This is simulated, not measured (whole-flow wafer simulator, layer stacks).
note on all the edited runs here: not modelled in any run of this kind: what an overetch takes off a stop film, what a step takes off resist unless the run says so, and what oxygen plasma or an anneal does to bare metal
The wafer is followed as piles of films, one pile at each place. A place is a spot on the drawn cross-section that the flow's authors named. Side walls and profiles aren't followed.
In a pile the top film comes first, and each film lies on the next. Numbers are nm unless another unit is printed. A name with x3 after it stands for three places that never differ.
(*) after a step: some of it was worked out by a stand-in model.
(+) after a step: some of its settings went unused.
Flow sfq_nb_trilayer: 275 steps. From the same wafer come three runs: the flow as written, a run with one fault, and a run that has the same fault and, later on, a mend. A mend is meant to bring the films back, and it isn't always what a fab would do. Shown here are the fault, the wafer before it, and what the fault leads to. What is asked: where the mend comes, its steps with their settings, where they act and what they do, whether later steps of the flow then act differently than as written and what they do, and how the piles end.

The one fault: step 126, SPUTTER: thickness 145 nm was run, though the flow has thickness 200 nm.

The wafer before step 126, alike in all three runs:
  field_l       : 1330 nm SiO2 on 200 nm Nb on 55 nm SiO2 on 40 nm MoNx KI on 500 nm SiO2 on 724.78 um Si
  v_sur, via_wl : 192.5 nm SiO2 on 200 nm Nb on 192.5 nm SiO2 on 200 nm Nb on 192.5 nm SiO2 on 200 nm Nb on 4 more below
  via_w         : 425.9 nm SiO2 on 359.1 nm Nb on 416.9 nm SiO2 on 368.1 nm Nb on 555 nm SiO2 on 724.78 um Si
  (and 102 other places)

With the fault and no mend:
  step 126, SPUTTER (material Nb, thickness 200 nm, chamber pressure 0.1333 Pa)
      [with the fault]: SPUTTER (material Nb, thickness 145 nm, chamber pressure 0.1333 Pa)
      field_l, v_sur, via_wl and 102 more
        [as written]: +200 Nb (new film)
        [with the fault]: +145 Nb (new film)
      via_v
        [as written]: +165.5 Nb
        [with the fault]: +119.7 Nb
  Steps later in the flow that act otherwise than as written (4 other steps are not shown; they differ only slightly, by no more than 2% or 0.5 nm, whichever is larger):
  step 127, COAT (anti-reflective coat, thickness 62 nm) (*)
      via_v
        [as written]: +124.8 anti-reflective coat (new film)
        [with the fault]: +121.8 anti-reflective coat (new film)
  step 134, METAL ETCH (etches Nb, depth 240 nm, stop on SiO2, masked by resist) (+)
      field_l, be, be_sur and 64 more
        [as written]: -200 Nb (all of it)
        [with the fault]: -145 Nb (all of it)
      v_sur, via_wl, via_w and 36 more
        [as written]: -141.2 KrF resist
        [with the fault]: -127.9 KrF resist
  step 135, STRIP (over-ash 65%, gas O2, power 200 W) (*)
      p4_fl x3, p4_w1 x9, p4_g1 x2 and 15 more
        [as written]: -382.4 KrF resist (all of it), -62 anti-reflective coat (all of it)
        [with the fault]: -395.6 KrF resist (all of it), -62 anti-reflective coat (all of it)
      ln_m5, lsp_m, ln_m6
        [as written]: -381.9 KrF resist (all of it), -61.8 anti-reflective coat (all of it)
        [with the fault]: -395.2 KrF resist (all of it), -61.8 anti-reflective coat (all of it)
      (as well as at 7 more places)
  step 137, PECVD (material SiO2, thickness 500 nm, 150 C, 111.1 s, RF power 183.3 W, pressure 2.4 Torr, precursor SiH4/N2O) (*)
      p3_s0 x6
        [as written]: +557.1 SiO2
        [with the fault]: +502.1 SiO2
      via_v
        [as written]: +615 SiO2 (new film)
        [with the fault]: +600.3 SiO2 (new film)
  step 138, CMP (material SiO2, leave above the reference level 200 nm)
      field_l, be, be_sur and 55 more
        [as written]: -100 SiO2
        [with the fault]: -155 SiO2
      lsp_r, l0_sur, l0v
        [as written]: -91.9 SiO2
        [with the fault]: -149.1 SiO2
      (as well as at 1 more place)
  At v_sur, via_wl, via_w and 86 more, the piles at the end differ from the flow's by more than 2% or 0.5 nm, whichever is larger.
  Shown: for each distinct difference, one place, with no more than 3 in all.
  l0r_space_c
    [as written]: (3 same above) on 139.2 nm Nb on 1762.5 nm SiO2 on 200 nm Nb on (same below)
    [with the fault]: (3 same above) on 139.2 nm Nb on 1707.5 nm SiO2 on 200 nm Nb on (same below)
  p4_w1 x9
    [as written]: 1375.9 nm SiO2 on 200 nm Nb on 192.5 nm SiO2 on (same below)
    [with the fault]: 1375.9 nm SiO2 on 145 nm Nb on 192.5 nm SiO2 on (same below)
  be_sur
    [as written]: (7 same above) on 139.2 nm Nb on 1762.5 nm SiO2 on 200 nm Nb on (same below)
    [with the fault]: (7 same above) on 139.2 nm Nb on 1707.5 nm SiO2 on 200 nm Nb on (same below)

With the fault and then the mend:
  After step 126 comes the mend.
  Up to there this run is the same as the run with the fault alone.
  step 126a, SPUTTER (material Nb, thickness 55 nm, chamber pressure 0.1333 Pa) (the flow's step 126, run once more with other settings)
      field_l, v_sur, via_wl and 102 more
        +55 Nb
      via_v
        +42.9 Nb
  None of the later steps of the flow differs from how it acts as written, at any place that is followed, by more than 2% or 0.5 nm, whichever is larger.
  The piles end only slightly different from the flow's at the places that both follow, by no more than 2% or 0.5 nm, whichever is larger.
